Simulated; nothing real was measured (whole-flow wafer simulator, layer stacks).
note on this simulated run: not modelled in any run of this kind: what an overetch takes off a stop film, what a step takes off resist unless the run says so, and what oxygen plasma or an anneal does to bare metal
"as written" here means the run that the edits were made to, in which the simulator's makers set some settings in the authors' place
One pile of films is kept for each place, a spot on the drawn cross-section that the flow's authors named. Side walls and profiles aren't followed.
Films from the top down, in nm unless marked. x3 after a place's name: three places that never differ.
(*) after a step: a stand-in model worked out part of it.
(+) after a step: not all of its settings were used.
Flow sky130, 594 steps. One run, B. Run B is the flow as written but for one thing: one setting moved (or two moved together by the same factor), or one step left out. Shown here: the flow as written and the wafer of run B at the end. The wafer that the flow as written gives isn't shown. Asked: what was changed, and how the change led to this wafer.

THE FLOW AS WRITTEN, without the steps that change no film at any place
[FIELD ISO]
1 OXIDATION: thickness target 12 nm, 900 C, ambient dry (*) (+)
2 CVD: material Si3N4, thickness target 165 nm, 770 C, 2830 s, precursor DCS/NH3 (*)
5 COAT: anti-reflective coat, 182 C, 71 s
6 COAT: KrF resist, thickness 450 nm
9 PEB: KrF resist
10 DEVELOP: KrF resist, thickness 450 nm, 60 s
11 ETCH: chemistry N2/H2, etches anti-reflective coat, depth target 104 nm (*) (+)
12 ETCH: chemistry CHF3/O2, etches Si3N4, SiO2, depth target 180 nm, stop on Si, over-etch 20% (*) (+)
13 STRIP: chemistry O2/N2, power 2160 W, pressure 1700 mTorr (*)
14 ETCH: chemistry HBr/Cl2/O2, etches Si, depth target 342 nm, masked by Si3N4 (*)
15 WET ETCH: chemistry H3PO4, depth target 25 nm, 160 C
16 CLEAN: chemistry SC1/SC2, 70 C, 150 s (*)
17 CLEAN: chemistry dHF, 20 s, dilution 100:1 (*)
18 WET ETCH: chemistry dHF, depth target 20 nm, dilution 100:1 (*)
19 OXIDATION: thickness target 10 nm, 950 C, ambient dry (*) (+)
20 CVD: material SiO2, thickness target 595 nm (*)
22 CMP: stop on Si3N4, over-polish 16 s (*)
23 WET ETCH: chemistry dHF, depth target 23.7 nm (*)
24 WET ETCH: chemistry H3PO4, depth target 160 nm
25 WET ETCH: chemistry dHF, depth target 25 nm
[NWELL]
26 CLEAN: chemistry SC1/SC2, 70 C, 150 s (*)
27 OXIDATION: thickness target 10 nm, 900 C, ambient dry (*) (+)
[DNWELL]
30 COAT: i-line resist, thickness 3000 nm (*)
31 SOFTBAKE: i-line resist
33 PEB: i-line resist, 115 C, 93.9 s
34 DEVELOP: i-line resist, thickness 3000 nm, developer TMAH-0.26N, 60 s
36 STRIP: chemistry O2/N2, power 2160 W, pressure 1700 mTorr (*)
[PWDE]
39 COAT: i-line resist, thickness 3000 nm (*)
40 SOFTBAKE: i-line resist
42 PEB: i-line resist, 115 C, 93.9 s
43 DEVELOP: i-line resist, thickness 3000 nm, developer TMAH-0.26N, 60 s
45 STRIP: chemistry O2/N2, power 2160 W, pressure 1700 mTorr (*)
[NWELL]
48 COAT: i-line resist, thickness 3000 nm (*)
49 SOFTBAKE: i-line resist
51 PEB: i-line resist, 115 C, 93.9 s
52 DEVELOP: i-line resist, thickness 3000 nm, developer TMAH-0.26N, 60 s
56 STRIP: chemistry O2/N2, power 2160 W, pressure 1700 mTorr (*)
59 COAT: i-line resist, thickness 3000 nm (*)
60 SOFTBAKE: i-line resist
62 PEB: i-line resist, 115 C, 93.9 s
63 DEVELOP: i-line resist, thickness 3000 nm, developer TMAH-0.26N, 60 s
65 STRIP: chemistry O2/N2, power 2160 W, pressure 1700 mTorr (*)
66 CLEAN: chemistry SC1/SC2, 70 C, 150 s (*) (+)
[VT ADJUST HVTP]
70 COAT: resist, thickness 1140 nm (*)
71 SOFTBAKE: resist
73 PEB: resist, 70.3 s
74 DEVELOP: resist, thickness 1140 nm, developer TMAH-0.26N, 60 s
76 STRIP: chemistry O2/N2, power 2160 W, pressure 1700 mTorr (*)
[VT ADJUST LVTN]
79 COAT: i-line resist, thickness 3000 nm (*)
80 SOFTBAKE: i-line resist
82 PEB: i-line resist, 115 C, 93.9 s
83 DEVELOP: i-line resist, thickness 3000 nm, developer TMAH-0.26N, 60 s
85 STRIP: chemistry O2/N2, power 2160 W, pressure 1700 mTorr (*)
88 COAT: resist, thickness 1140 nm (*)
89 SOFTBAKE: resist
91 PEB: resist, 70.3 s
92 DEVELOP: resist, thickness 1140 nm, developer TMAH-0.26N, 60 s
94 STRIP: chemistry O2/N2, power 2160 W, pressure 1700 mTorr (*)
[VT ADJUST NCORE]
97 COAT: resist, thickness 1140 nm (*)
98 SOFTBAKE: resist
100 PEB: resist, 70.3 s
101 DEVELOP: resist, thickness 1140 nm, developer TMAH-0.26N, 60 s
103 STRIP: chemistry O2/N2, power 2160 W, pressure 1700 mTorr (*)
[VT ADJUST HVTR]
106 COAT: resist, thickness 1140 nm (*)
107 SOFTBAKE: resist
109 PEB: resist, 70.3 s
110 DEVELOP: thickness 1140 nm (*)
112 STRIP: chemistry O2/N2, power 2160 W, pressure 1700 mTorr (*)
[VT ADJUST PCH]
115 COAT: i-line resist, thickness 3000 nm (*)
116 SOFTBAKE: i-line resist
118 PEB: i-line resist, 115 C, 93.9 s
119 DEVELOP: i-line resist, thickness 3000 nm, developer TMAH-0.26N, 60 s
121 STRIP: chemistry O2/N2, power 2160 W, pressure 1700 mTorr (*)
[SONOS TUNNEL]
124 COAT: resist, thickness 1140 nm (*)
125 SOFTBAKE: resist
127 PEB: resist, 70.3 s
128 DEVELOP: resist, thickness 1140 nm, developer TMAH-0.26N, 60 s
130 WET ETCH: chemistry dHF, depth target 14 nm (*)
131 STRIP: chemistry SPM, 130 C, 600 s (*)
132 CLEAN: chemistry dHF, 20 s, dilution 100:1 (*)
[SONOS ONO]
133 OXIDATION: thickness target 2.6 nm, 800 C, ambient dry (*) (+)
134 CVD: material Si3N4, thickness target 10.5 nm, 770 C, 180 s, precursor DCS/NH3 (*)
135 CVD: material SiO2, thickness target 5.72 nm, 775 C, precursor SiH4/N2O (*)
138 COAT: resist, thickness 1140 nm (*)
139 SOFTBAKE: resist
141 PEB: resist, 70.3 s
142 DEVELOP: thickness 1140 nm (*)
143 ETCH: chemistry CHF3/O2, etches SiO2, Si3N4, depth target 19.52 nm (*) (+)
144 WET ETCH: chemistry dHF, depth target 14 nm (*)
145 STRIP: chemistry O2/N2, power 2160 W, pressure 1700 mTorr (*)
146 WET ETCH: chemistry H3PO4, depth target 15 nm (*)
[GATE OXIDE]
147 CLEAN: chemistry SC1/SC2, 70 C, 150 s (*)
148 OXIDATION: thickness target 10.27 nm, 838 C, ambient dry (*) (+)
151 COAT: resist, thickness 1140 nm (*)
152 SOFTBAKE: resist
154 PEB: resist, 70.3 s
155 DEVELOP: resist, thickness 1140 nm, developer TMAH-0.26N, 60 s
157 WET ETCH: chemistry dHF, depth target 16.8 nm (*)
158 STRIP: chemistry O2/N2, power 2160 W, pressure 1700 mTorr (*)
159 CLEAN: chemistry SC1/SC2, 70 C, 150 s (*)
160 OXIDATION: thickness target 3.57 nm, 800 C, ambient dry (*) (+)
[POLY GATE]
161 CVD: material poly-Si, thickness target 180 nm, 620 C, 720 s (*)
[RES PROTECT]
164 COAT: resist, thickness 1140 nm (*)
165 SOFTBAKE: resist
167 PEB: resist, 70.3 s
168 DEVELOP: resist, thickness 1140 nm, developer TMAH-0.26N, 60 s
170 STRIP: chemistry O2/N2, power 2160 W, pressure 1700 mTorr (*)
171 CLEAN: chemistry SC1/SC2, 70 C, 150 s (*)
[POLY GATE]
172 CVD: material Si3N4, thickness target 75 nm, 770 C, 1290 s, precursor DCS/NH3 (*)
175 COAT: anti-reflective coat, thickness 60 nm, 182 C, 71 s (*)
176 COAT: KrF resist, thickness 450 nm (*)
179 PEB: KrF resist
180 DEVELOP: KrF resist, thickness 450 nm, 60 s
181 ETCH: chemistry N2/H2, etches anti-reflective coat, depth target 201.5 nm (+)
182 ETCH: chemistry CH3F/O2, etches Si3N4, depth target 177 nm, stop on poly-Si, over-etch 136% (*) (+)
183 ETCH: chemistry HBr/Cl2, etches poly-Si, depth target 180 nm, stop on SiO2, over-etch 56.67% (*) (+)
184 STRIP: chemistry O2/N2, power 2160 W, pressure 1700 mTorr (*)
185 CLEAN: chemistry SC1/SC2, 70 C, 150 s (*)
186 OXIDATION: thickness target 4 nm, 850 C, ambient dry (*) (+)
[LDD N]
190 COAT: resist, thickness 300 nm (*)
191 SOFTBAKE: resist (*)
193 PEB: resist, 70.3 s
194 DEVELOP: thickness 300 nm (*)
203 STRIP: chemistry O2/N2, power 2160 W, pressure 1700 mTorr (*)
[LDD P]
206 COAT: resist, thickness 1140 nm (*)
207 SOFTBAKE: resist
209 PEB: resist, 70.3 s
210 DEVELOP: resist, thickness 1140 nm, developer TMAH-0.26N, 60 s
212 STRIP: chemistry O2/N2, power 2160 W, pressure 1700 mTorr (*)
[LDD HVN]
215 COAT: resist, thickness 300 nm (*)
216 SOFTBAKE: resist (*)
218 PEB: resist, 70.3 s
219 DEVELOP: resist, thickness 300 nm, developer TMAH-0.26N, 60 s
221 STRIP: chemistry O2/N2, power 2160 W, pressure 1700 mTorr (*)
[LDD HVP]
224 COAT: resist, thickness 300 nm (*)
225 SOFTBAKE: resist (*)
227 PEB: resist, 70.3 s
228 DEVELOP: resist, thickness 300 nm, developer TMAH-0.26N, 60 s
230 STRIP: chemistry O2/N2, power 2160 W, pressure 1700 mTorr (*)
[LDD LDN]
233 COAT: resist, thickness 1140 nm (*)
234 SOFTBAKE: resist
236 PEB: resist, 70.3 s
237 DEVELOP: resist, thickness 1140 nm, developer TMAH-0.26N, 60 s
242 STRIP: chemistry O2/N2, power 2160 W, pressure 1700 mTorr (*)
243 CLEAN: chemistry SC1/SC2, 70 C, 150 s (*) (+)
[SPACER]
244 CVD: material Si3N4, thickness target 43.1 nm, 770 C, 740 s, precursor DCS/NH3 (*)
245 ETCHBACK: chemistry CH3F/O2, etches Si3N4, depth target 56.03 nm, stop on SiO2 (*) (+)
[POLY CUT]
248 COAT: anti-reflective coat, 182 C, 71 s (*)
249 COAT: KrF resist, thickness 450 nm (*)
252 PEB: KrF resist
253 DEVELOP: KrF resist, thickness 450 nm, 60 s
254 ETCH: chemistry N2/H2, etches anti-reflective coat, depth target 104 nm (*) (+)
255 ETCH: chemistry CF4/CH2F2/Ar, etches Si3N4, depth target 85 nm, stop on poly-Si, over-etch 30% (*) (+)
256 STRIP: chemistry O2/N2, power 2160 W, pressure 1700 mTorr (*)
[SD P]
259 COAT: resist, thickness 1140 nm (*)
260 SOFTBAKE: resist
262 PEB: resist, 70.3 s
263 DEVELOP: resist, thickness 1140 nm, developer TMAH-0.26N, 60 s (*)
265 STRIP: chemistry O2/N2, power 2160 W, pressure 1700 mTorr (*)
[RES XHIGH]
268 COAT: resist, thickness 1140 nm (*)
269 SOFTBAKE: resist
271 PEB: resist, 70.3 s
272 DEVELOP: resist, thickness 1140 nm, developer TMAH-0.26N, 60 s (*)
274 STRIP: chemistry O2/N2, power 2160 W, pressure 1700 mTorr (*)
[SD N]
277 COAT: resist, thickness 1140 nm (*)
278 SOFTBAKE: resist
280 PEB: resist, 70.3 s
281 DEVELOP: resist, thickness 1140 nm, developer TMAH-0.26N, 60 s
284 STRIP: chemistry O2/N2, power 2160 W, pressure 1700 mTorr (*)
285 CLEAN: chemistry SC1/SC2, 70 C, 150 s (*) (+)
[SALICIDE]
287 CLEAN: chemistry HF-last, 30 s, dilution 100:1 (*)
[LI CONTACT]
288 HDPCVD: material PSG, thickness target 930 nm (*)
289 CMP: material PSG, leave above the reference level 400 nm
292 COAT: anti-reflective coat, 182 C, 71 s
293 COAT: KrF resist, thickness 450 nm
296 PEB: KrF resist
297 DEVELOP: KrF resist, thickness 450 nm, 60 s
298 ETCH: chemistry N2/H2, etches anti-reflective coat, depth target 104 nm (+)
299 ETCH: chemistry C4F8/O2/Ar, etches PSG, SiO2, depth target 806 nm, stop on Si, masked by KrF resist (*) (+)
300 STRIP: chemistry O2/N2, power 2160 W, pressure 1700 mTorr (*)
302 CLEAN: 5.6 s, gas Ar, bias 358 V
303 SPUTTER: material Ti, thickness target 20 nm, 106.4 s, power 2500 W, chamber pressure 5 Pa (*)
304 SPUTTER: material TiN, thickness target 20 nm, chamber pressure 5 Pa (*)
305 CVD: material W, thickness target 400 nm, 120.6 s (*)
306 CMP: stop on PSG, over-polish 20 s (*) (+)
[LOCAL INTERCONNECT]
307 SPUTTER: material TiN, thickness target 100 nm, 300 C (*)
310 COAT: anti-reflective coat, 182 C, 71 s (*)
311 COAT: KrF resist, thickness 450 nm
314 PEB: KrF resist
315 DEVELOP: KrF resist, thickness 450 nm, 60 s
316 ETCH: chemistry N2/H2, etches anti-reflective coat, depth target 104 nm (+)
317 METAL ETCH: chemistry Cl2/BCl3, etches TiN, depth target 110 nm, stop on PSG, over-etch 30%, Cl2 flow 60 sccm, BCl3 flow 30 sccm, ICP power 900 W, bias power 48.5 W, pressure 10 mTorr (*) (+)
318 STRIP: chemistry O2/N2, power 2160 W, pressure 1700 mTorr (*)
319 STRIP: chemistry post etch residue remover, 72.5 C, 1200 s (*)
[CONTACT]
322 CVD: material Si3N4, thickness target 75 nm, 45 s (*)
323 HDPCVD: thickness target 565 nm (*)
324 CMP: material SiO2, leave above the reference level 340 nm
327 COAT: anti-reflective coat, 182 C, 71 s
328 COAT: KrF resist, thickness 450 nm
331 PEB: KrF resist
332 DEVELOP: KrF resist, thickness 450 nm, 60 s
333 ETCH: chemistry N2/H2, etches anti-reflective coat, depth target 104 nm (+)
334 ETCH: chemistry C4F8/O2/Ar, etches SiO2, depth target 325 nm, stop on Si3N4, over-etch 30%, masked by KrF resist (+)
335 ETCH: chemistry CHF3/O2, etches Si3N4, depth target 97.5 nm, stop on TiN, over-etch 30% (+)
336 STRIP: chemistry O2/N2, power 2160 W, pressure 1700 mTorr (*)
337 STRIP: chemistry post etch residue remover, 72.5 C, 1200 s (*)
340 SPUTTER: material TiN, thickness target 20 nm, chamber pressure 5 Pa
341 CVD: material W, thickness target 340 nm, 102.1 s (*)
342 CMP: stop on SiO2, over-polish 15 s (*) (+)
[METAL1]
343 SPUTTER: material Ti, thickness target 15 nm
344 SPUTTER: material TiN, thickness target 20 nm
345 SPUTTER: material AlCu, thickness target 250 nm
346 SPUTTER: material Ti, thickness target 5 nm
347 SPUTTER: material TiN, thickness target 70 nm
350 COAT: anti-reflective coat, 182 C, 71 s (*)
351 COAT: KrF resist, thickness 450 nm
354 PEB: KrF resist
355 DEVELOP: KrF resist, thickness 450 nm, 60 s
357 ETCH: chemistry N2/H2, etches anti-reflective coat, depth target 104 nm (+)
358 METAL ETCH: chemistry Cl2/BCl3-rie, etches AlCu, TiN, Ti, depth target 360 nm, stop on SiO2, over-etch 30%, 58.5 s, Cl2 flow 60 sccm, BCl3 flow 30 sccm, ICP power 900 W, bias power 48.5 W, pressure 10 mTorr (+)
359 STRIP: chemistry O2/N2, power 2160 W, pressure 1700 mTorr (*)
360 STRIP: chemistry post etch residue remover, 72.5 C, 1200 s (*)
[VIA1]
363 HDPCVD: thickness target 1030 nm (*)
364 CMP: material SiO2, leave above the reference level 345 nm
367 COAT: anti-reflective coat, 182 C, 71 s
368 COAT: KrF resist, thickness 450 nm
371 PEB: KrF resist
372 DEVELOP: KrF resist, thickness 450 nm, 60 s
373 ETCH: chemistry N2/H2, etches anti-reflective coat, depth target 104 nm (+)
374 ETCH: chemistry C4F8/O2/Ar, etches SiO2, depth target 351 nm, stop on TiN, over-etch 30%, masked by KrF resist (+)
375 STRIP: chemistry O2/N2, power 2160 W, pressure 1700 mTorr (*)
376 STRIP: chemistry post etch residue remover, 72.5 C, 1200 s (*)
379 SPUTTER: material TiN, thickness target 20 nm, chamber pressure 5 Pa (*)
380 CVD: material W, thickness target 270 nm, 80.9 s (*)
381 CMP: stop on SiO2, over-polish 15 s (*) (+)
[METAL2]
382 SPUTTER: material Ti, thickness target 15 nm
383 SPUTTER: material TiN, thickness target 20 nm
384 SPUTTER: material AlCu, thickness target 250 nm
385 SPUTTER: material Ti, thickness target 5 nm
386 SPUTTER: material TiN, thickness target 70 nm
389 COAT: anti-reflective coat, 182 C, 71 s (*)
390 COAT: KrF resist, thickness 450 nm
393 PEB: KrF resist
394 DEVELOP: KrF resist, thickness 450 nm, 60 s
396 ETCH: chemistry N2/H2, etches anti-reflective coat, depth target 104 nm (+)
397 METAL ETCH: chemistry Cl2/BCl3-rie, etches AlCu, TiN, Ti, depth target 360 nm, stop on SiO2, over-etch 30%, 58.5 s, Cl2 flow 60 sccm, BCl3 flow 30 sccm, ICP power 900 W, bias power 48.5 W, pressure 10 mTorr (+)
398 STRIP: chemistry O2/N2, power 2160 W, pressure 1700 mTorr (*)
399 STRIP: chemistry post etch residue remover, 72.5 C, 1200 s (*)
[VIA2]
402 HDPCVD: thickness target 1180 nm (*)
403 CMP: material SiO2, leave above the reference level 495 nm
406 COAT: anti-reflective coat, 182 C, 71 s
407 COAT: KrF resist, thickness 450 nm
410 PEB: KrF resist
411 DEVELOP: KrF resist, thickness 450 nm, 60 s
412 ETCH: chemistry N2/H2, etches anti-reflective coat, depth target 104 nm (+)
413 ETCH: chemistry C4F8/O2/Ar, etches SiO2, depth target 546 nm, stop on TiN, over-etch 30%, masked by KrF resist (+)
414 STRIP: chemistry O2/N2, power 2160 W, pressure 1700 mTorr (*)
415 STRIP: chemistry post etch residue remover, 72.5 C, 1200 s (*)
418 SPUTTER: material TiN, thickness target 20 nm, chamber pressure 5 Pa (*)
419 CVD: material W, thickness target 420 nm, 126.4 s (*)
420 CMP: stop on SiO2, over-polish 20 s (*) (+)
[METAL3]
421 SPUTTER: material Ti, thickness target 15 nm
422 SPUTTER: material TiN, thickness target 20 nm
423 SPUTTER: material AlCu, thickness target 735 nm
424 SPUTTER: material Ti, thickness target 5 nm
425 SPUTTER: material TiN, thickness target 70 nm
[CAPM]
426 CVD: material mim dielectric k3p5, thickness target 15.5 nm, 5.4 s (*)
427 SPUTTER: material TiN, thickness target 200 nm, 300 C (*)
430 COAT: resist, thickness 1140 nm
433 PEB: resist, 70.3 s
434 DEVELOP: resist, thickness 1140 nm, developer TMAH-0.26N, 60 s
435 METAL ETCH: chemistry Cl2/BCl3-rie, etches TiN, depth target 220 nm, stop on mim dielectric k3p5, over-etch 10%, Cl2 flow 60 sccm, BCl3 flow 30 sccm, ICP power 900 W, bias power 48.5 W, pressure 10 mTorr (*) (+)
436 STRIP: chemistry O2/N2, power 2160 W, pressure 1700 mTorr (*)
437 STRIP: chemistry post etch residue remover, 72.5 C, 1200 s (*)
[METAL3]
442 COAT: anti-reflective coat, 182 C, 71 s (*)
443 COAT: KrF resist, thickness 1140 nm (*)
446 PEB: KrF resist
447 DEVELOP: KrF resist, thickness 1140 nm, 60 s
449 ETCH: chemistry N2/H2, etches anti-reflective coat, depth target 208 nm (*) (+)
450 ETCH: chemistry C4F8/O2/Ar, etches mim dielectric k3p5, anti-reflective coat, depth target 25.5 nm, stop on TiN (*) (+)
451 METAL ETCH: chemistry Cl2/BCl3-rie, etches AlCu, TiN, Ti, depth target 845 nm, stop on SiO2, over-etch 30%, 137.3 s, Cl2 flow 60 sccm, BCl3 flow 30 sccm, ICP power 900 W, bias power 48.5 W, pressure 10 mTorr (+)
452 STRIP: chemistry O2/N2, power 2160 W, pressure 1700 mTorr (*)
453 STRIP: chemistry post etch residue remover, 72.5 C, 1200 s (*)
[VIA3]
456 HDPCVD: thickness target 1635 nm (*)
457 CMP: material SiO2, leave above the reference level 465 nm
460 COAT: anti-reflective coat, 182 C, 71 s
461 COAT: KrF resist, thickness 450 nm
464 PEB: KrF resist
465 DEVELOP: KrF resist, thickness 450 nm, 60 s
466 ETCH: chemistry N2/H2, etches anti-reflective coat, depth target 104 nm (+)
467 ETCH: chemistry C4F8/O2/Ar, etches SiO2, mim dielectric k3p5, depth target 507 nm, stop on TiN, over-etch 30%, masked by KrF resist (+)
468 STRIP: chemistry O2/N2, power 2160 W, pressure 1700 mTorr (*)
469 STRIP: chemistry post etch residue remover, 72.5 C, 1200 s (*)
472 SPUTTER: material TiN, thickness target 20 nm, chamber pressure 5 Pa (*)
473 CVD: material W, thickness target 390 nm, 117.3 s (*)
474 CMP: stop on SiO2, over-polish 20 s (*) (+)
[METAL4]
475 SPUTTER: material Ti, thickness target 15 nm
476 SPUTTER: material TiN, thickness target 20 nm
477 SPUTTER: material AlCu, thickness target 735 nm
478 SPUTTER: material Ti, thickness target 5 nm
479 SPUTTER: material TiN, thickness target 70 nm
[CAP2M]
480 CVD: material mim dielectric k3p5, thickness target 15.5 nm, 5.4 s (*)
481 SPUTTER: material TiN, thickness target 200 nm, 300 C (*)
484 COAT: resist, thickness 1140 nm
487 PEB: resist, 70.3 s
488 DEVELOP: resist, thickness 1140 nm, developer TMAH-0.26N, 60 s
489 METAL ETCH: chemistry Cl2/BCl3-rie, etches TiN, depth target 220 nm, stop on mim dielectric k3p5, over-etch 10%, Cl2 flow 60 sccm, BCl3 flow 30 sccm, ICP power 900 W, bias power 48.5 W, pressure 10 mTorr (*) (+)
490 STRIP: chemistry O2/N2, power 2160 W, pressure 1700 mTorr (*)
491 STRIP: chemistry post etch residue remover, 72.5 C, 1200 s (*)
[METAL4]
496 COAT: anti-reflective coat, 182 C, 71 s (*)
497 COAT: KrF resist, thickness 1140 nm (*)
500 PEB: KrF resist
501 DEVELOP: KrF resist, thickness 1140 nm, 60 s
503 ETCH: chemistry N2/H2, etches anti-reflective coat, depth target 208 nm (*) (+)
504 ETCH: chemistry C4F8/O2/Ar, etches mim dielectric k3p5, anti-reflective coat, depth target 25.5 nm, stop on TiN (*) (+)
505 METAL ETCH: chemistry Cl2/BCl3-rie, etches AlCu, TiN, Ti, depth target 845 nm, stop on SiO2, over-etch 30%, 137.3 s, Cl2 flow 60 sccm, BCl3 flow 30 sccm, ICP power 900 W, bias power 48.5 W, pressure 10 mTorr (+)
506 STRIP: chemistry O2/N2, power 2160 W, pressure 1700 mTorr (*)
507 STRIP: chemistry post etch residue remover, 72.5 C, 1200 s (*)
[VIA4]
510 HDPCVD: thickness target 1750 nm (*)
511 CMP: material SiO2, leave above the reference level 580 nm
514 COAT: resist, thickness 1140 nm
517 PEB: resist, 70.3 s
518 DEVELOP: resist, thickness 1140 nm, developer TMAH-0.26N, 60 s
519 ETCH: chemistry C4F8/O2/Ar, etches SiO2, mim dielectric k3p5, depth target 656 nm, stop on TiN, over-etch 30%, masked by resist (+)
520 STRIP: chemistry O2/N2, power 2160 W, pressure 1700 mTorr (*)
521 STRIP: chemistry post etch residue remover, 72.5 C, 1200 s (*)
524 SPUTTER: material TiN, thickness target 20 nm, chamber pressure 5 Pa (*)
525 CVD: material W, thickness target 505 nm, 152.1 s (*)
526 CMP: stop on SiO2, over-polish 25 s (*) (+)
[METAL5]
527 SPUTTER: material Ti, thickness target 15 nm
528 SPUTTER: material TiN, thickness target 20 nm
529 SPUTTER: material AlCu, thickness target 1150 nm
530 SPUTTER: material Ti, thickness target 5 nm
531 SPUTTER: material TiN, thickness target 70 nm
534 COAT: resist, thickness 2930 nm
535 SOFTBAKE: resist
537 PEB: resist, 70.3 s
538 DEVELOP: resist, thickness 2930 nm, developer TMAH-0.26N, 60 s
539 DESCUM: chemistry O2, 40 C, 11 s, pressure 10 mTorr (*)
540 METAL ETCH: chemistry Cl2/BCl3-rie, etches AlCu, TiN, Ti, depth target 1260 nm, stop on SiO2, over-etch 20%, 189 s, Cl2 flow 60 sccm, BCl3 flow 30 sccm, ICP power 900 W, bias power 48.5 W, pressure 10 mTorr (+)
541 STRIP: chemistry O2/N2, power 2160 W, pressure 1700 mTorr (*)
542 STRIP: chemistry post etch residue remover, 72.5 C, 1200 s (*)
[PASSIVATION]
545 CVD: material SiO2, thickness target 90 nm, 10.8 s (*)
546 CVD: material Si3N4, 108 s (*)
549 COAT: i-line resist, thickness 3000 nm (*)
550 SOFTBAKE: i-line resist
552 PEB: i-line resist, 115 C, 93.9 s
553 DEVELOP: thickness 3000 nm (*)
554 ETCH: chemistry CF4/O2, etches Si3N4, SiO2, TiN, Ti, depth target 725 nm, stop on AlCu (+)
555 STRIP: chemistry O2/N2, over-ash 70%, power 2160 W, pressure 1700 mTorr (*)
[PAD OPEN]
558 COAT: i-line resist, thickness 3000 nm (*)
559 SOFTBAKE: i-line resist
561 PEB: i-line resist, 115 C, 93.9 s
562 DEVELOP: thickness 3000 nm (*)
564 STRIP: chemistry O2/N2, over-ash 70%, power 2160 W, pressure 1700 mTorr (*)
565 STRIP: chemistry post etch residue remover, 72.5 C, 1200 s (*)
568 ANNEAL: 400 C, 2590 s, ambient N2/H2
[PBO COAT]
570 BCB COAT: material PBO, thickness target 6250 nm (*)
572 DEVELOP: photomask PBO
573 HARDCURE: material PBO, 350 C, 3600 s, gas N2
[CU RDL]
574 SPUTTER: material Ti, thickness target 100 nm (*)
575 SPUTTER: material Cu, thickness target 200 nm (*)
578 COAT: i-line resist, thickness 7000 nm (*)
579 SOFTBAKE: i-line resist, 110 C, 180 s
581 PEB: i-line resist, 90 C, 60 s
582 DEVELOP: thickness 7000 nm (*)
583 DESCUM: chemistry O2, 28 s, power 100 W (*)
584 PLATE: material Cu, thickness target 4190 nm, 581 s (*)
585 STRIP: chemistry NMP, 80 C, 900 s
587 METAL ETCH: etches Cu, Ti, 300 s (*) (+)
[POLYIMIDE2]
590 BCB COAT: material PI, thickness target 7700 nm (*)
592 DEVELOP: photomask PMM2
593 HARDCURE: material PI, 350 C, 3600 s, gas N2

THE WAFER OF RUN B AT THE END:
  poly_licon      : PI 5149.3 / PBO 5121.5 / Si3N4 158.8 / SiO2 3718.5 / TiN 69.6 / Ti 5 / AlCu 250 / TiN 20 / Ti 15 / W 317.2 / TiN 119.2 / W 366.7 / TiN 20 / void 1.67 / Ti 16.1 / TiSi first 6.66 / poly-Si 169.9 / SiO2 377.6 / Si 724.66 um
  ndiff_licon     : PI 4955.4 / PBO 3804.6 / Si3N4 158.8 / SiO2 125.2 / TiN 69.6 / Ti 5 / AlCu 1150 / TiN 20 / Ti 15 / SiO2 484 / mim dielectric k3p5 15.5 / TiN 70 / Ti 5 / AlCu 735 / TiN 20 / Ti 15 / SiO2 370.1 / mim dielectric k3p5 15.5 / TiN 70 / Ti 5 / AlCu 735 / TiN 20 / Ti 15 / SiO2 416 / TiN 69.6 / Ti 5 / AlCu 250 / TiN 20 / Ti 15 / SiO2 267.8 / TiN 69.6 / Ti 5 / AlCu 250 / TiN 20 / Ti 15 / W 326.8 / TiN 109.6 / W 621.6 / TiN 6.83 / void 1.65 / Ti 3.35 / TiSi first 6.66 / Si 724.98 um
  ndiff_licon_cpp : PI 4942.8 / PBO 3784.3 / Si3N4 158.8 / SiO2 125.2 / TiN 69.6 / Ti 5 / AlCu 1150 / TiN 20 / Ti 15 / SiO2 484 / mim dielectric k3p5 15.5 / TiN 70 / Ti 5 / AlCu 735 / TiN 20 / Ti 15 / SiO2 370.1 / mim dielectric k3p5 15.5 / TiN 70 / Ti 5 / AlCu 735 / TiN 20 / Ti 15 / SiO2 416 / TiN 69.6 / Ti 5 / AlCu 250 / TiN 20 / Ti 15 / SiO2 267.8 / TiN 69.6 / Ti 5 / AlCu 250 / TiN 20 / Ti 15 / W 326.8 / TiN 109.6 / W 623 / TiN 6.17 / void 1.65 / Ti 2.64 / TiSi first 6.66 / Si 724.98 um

The cause: step 568, ANNEAL: 2072 s was run, where the flow has 2590 s.

How the change led to this, step by step:
  568 ANNEAL: 400 C, 2590 s, ambient N2/H2
      poly_licon, rpo_hd_licon: under 11 films: void +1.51 (new film), Ti -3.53, TiSi first +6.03 (new film), poly-Si -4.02 (as written it would be: under 11 films: void +1.65 (new film), Ti -3.85, TiSi first +6.58 (new film), poly-Si -4.38)
      ndiff_licon, ndiff_licon_cpp: under 37 films: void +1.5 (new film), Ti -3.53, TiSi first +6.03 (new film), Si -4 (as written it would be: under 37 films: void +1.63 (new film), Ti -3.85, TiSi first +6.58 (new film), Si -4.36)
